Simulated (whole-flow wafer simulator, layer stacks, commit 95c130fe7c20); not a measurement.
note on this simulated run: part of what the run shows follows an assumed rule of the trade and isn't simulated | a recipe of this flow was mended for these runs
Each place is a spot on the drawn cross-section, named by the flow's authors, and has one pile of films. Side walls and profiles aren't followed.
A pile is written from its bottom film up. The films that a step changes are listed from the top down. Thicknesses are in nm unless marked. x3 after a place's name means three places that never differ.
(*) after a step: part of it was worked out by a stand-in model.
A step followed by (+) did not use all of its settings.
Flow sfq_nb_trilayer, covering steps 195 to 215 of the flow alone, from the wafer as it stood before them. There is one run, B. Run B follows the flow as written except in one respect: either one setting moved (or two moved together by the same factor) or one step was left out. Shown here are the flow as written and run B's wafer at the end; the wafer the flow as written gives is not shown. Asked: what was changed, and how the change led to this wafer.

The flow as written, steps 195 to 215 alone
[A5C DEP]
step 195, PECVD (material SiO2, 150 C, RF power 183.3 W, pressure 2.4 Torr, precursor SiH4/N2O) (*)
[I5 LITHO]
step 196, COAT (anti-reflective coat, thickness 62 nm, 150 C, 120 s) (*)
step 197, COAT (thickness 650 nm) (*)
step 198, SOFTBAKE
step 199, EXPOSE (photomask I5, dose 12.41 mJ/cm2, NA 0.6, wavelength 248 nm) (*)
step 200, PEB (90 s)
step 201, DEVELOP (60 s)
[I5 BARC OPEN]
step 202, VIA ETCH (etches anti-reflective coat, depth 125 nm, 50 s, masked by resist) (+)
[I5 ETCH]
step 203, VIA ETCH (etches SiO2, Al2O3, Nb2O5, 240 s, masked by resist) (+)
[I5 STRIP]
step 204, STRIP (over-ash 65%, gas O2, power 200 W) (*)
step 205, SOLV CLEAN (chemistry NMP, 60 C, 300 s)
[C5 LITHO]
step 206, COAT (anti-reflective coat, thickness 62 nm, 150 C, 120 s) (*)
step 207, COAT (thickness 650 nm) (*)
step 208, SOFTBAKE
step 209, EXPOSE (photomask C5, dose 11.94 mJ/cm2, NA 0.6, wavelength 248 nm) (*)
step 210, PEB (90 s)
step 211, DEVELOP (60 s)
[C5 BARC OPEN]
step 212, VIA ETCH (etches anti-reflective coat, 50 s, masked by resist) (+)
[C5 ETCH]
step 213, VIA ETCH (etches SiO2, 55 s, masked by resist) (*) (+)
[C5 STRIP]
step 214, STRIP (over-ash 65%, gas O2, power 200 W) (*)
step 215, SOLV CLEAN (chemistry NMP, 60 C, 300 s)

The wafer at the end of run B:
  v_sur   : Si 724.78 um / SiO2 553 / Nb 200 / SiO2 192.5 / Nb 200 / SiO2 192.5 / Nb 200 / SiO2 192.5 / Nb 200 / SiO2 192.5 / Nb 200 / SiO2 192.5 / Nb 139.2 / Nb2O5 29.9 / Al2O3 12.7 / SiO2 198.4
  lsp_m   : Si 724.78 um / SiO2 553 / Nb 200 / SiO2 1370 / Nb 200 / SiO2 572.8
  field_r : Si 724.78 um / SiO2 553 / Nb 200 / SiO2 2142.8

What caused this: step 195, PECVD: RF power 118.7 W was run, whereas the flow has RF power 183.3 W.

The path from the change to this, step by step:
  step 195, PECVD (material SiO2, 150 C, RF power 183.3 W, pressure 2.4 Torr, precursor SiH4/N2O) (*)
      field_l, v_sur, via_wl and 92 more: +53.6 SiO2 (it would be, as written: +70 SiO2)
      ce_l, c5j, ce_r and 8 more: +53.6 SiO2 (new film) (it would be, as written: +70 SiO2 (new film))
  step 203, VIA ETCH (etches SiO2, Al2O3, Nb2O5, 240 s, masked by resist) (+)
      be: -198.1 SiO2 (all of it), -12.7 Al2O3 (all of it), -29.9 Nb2O5 (all of it), -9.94 Nb (it would be, as written: -214.5 SiO2 (all of it), -12.7 Al2O3 (all of it), -29.9 Nb2O5 (all of it), -8.57 Nb)
  step 213, VIA ETCH (etches SiO2, 55 s, masked by resist) (*) (+)
      c5j: -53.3 SiO2 (all of it), -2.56 Nb (it would be, as written: -69.7 SiO2 (all of it), -1.19 Nb)
      res: -53.3 SiO2 (all of it), -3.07 Ti (it would be, as written: -69.7 SiO2 (all of it), -1.43 Ti)
